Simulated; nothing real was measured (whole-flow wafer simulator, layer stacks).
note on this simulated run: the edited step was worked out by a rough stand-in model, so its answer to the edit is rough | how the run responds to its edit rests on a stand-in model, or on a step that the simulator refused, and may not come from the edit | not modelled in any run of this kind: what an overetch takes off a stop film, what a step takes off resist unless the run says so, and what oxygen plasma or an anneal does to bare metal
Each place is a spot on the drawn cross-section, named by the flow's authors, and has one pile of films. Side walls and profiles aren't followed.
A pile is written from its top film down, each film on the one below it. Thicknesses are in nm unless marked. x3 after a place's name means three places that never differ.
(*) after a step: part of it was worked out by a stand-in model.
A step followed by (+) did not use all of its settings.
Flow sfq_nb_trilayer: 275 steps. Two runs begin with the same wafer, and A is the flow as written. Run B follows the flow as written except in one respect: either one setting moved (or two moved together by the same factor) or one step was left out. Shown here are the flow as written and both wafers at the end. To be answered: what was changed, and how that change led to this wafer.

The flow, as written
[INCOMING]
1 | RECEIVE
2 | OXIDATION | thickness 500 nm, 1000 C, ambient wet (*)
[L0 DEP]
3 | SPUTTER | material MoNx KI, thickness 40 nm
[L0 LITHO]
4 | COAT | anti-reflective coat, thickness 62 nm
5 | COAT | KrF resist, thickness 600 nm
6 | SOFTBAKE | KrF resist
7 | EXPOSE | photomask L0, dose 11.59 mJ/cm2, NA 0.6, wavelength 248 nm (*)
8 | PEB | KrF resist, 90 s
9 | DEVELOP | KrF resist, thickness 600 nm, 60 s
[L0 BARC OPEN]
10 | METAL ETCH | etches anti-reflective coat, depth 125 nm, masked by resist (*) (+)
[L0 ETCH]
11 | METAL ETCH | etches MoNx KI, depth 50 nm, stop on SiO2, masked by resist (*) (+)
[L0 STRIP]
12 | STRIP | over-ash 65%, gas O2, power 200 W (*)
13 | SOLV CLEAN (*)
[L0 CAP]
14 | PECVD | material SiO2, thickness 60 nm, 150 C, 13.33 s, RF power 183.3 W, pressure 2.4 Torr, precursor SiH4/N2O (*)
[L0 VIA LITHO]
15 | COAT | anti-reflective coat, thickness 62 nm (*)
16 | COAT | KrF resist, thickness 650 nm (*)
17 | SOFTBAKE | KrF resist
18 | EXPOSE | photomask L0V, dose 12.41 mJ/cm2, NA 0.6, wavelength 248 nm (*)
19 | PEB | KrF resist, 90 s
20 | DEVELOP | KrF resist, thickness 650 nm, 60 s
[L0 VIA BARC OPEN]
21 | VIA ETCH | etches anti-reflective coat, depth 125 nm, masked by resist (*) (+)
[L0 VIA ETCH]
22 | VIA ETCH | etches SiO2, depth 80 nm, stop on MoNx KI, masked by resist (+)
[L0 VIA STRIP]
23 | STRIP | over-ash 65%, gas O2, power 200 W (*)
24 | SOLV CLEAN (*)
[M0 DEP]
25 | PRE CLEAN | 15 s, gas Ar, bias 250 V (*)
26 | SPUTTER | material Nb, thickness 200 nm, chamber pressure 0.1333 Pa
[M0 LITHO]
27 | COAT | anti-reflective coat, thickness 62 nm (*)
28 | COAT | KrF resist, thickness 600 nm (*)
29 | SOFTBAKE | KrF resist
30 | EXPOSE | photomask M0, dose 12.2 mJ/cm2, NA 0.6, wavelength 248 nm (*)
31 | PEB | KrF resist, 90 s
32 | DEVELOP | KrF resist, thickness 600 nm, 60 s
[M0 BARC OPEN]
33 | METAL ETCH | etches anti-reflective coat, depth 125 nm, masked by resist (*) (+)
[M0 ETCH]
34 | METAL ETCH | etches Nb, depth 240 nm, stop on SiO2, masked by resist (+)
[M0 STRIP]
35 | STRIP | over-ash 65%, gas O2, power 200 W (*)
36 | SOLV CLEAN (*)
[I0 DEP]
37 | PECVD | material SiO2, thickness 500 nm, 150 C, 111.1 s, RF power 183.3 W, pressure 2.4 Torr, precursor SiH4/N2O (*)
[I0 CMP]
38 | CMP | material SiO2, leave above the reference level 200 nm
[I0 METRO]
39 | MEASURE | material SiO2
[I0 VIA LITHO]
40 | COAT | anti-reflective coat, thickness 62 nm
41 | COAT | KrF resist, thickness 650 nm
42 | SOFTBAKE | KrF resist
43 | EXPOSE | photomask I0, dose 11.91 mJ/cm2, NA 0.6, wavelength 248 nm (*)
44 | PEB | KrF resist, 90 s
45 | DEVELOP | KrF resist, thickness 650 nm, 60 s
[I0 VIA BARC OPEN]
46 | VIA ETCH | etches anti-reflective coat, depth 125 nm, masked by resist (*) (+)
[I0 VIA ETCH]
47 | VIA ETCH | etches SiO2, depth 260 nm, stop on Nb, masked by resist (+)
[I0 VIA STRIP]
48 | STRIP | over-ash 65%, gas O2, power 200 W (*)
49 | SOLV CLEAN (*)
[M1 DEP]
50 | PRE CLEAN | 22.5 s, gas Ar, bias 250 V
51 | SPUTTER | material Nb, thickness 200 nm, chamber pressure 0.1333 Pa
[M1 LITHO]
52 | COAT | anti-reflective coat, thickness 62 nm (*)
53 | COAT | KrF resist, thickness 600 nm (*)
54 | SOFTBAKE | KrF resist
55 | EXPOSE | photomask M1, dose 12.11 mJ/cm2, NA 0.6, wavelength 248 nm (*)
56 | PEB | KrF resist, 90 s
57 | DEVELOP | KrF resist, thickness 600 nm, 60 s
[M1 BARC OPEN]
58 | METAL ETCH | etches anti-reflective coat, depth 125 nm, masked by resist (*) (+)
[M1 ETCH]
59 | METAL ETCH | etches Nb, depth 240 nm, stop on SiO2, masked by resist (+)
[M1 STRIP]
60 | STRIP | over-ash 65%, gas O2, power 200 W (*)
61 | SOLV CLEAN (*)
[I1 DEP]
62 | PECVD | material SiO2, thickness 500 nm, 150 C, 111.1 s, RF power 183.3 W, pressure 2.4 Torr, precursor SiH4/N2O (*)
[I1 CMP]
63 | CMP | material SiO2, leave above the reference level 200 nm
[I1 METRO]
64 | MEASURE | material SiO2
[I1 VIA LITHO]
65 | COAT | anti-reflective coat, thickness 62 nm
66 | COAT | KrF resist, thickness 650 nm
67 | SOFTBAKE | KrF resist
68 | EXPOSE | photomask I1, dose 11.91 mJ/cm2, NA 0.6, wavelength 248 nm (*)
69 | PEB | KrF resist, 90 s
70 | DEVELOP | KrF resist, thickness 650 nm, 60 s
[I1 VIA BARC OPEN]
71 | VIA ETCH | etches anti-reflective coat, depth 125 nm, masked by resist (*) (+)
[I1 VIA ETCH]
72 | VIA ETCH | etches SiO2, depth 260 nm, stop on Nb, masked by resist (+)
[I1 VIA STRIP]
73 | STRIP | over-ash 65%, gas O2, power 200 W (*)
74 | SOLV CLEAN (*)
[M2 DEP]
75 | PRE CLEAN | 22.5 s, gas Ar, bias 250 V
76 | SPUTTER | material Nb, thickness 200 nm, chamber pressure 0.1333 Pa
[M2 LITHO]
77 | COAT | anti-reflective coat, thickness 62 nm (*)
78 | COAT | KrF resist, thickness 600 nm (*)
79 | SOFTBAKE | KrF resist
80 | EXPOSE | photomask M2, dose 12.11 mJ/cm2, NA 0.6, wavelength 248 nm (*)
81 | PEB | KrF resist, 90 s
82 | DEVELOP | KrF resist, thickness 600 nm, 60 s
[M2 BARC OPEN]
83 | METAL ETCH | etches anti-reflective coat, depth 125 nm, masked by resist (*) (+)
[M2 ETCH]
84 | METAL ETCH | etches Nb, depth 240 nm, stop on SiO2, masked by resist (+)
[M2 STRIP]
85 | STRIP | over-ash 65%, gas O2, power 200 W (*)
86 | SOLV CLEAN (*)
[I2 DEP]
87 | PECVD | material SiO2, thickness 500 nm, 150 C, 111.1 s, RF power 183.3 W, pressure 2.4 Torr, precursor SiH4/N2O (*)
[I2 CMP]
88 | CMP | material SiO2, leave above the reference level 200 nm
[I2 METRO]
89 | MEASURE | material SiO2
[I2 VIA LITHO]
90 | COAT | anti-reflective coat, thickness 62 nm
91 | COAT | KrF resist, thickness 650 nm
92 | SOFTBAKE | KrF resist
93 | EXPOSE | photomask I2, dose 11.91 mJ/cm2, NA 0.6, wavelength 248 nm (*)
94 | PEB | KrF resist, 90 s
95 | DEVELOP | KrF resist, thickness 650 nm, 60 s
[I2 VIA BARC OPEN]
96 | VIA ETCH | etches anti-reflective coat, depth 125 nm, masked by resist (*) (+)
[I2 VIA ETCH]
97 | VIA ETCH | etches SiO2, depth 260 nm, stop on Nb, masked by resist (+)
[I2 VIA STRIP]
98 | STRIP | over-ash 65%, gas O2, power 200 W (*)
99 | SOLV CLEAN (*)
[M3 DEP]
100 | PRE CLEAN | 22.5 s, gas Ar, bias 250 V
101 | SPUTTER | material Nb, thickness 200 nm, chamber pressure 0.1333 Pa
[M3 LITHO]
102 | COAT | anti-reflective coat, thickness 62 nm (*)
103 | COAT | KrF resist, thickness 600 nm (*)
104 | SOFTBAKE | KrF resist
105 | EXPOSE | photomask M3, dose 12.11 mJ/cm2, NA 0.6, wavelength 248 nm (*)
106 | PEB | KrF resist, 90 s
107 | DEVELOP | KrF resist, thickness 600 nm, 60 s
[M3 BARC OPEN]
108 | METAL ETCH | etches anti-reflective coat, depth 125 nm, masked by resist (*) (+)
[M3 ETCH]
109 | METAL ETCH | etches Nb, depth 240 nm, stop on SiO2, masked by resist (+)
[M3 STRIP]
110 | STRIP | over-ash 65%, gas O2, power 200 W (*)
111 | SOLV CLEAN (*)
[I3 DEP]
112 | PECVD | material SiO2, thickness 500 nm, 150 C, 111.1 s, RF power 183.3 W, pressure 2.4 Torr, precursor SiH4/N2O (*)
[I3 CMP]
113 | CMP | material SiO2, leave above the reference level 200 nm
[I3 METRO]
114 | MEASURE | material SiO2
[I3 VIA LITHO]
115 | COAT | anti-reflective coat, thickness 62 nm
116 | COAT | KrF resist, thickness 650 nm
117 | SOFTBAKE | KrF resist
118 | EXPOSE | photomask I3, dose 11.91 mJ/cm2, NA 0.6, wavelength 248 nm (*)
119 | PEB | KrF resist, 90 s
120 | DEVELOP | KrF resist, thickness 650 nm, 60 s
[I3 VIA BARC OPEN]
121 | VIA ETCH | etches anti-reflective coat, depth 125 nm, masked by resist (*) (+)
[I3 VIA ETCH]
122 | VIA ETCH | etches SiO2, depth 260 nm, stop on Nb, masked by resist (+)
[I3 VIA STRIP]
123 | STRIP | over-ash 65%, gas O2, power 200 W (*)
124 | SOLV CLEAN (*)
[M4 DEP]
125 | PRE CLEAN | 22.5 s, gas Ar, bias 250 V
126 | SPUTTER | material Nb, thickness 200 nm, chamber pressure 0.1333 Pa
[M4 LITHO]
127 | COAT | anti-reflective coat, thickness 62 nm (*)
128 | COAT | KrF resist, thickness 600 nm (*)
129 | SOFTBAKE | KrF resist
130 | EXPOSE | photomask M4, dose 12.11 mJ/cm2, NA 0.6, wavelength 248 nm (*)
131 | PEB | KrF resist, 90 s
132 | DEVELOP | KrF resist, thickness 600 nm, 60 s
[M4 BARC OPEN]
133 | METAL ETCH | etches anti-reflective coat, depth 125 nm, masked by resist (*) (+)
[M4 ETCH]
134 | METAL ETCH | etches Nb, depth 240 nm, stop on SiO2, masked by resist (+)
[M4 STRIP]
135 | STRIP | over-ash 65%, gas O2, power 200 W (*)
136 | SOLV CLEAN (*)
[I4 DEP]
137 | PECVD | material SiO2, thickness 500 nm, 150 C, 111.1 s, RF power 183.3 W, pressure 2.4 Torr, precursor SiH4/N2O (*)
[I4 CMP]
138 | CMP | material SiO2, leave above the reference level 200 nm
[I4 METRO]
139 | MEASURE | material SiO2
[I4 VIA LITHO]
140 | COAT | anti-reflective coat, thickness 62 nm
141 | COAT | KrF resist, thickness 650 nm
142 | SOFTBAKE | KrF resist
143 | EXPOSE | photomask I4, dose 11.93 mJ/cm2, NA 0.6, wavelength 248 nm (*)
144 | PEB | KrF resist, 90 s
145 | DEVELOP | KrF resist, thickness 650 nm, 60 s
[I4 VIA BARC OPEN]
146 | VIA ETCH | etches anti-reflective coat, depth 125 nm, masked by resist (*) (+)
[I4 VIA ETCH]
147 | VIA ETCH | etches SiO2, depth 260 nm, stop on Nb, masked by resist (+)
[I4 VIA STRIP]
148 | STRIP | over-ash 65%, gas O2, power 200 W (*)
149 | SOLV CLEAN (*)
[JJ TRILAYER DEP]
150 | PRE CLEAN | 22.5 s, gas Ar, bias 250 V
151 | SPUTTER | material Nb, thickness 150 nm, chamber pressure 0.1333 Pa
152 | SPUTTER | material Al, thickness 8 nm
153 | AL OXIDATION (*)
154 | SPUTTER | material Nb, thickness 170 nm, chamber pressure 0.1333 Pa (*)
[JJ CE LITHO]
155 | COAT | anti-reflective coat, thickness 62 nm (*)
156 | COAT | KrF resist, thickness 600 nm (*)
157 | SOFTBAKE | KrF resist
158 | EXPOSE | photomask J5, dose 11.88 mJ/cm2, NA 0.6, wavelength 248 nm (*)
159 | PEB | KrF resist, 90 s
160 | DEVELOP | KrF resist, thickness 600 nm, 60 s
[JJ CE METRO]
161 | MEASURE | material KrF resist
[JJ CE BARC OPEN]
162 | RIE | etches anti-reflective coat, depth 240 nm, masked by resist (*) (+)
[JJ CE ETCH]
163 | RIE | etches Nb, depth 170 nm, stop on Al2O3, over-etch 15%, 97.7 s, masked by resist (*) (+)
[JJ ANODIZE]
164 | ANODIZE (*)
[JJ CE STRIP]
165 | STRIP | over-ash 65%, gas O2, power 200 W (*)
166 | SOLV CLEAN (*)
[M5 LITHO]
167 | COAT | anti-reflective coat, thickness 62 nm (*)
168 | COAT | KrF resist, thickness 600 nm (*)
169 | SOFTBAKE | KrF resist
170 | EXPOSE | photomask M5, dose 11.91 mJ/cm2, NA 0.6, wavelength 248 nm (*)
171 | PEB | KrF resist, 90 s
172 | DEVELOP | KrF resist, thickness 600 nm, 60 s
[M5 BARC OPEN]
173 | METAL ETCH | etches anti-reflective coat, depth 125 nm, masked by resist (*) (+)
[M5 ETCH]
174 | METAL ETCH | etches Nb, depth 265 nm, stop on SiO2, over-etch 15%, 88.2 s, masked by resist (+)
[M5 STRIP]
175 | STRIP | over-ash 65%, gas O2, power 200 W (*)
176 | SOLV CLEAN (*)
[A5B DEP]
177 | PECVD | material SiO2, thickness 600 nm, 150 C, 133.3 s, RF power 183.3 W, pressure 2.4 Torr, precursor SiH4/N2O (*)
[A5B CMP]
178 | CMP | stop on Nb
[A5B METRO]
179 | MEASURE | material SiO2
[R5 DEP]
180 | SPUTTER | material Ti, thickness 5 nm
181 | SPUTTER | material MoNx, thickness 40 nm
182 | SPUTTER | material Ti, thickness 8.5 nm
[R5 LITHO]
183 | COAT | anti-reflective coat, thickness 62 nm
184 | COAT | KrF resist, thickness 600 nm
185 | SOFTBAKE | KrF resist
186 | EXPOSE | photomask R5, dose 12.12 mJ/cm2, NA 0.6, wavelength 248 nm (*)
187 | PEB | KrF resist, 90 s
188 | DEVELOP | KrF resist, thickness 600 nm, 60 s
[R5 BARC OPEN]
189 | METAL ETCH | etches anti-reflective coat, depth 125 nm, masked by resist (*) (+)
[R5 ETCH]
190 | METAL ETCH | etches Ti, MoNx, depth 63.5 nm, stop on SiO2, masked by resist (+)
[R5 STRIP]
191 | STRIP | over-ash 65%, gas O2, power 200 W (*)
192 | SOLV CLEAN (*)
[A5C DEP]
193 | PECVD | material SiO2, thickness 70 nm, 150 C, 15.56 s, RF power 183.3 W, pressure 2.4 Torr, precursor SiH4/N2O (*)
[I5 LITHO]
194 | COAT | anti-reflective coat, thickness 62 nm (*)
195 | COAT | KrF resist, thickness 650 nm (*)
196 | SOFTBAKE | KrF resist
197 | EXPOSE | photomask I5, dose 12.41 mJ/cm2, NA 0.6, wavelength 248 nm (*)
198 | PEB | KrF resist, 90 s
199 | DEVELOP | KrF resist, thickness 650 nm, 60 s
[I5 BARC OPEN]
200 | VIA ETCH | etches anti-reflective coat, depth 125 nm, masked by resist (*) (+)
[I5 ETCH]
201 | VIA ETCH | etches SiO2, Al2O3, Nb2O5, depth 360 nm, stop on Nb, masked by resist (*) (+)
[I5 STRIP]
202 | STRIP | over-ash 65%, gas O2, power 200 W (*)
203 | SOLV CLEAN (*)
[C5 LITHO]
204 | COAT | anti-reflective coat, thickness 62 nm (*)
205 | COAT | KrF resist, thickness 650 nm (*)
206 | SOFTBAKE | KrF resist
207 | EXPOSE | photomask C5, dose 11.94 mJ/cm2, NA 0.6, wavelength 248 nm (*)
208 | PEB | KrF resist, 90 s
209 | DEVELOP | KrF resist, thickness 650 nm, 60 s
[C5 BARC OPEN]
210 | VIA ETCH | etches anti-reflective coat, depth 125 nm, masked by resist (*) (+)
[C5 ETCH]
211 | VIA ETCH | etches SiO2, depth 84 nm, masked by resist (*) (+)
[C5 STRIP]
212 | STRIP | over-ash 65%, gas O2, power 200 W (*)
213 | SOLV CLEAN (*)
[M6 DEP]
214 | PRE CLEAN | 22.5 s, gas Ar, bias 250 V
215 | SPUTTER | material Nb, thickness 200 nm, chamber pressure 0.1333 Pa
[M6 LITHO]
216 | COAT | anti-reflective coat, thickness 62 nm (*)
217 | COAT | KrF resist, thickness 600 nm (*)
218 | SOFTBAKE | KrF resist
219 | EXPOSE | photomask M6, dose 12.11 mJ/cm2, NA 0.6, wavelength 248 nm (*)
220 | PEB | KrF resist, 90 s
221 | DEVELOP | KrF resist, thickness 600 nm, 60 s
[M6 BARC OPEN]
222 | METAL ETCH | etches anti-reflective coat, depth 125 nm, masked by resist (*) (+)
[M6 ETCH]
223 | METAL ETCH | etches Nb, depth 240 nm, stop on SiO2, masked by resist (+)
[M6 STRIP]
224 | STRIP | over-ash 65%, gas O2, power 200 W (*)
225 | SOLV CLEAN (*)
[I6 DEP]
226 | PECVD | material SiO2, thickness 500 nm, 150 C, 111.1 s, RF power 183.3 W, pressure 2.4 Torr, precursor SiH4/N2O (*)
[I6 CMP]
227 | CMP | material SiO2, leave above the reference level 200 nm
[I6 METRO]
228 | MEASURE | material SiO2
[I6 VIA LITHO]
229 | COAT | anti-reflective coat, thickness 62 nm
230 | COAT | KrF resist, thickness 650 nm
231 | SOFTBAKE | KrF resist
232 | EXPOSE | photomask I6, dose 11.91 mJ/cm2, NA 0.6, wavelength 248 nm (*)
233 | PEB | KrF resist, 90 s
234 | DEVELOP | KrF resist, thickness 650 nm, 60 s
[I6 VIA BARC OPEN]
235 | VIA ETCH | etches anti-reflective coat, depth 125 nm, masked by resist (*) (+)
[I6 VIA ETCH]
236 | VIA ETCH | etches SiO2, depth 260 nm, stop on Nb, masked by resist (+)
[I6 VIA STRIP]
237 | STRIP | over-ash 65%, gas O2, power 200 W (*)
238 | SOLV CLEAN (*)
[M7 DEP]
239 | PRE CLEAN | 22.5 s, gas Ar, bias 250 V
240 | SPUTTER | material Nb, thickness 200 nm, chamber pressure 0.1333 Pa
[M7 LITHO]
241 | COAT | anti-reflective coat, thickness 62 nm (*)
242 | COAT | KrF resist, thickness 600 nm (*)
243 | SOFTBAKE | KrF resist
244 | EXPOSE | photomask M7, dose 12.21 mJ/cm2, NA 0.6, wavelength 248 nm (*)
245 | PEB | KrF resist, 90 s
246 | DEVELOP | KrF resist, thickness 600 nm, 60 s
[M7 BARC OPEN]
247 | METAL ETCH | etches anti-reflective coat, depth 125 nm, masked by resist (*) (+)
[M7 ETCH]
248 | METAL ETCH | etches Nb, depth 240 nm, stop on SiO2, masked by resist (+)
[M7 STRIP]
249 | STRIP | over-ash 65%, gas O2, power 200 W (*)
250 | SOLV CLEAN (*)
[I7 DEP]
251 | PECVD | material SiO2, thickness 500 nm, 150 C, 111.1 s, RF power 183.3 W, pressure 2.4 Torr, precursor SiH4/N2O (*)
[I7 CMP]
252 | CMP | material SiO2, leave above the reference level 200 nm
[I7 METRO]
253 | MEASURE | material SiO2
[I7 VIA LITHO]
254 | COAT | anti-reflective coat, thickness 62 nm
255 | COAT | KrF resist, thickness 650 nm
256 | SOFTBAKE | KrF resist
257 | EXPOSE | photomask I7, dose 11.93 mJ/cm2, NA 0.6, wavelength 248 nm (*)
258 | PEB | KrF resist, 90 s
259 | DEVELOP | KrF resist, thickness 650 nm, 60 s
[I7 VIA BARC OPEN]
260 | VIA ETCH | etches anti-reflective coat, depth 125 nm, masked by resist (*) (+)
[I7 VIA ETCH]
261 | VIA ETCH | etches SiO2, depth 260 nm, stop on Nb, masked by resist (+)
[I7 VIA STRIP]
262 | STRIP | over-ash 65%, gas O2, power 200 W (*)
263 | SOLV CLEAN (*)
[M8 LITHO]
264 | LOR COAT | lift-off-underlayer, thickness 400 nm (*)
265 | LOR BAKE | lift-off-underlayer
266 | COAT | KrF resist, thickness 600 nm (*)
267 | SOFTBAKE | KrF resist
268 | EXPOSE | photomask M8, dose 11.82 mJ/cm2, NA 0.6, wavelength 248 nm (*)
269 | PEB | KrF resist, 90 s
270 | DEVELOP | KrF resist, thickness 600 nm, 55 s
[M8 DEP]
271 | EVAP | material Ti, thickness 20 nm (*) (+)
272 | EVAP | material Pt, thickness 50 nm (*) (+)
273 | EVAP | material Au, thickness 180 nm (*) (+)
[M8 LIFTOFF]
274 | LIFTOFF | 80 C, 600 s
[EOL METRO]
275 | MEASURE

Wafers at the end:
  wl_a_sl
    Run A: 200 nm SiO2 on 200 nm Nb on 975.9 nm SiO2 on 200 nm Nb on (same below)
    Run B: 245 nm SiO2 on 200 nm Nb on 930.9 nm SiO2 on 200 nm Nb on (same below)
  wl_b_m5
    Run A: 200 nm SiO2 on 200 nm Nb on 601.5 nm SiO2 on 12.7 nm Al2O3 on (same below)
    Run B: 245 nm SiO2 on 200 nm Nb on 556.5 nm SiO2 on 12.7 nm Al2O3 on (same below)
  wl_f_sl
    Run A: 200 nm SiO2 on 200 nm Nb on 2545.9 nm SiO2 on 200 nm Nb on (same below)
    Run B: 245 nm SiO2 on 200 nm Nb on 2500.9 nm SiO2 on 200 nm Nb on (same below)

Cause: step 226, PECVD: thickness 355 nm was run, though the flow has thickness 500 nm; step 226, PECVD: 78.89 s was run, where the flow has 111.1 s.

Step by step, how the change led to this:
  226 | PECVD | material SiO2, thickness 500 nm, 150 C, 111.1 s, RF power 183.3 W, pressure 2.4 Torr, precursor SiH4/N2O (*)
      field_l, p4_fl, p4_fm and 62 more: A +500 SiO2 | B +355 SiO2
      v_sur, via_wl, via_w and 21 more: A +500 SiO2 (new film) | B +355 SiO2 (new film)
      (as well as at 17 more places)
  227 | CMP | material SiO2, leave above the reference level 200 nm
      field_l, p4_fl, p4_fm and 59 more: A -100 SiO2 | B nothing
      moat, field_r, lsp_l, ln_m5, lsp_m: A -93.6 SiO2 | B nothing
      (as well as at 39 more places)
  229 | COAT | anti-reflective coat, thickness 62 nm
      ln_m5, wl_b_sl, wl_b_m5, wl_g_sl, m0r_line_l, m0r_line_r, m7r_line_l, m7r_line_r: A +62 anti-reflective coat (new film) | B +63.3 anti-reflective coat (new film)
      via_wl, via_wr, via_sp, res: A +62 anti-reflective coat (new film) | B +58.9 anti-reflective coat (new film)
      (as well as at 62 more places)
  230 | COAT | KrF resist, thickness 650 nm
      via_sp, ce_r: A +650 KrF resist (new film) | B +636.2 KrF resist (new film)
      jj_sur, wl_j_sl: A +650 KrF resist (new film) | B +635.5 KrF resist (new film)
      (as well as at 20 more places)
  234 | DEVELOP | KrF resist, thickness 650 nm, 60 s
      via_v: A -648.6 KrF resist (all of it) | B -631.2 KrF resist (all of it)
  235 | VIA ETCH | etches anti-reflective coat, depth 125 nm, masked by resist (*) (+)
      field_l, v_sur, via_wl and 102 more: A -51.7 KrF resist | B -48.9 KrF resist
      via_v: A -62 anti-reflective coat (all of it), -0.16 SiO2 | B -58.7 anti-reflective coat (all of it), -0.15 SiO2
  237 | STRIP | over-ash 65%, gas O2, power 200 W (*)
      m0r_line_l, m0r_line_r, m7r_line_l, m7r_line_r: A -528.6 KrF resist (all of it), -62 anti-reflective coat (all of it) | B -539.7 KrF resist (all of it), -63.3 anti-reflective coat (all of it)
      m0r_space_l, m0r_space_r, m7r_space_l, m7r_space_r: A -528.6 KrF resist (all of it), -62 anti-reflective coat (all of it) | B -536.2 KrF resist (all of it), -68.4 anti-reflective coat (all of it)
      (as well as at 66 more places)
  240 | SPUTTER | material Nb, thickness 200 nm, chamber pressure 0.1333 Pa
      be: A +200 Nb (new film) | B +149.1 Nb (new film)
      gap: A +200 Nb (new film) | B +191.7 Nb (new film)
  241 | COAT | anti-reflective coat, thickness 62 nm (*)
      wl_a_sr, m0r_space_l, m7r_space_l: A +62 anti-reflective coat (new film) | B +67.5 anti-reflective coat (new film)
      wl_c_sl, wl_c_sr, wl_f_sl: A +62 anti-reflective coat (new film) | B +67.1 anti-reflective coat (new film)
      (as well as at 59 more places)
  242 | COAT | KrF resist, thickness 600 nm (*)
      m6r_line_l, m6r_line_r: A +600 KrF resist (new film) | B +587.2 KrF resist (new film)
      v_sur: A +597.5 KrF resist (new film) | B +582.8 KrF resist (new film)
      (as well as at 26 more places)
  246 | DEVELOP | KrF resist, thickness 600 nm, 60 s
      m6r_line_l, m6r_line_r: A -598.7 KrF resist (all of it) | B -585.9 KrF resist (all of it)
      wl_c_m6: A -598.7 KrF resist (all of it) | B -576.8 KrF resist (all of it)
      (as well as at 1 more place)
  247 | METAL ETCH | etches anti-reflective coat, depth 125 nm, masked by resist (*) (+)
      wl_c_sl, wl_c_sr: A -62 anti-reflective coat (all of it) | B -67.1 anti-reflective coat (all of it)
      m0r_space_l, m7r_space_l: A -62 anti-reflective coat (all of it) | B -67.5 anti-reflective coat (all of it)
      (as well as at 26 more places)
  249 | STRIP | over-ash 65%, gas O2, power 200 W (*)
      v_sur: A -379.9 KrF resist (all of it), -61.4 anti-reflective coat (all of it) | B -364.4 KrF resist (all of it), -52.1 anti-reflective coat (all of it)
      via_wl: A -379.3 KrF resist (all of it), -61.3 anti-reflective coat (all of it) | B -360.7 KrF resist (all of it), -58.1 anti-reflective coat (all of it)
      (as well as at 33 more places)
  251 | PECVD | material SiO2, thickness 500 nm, 150 C, 111.1 s, RF power 183.3 W, pressure 2.4 Torr, precursor SiH4/N2O (*)
      be: A +500 SiO2 (new film) | B +658.6 SiO2 (new film)
  252 | CMP | material SiO2, leave above the reference level 200 nm
      field_l, p4_fl, p4_fm and 48 more: A -100 SiO2 | B -55 SiO2
      wl_a_sl, wl_a_sr, wl_b_sl and 9 more: A -300 SiO2 | B -255 SiO2
      (as well as at 12 more places)
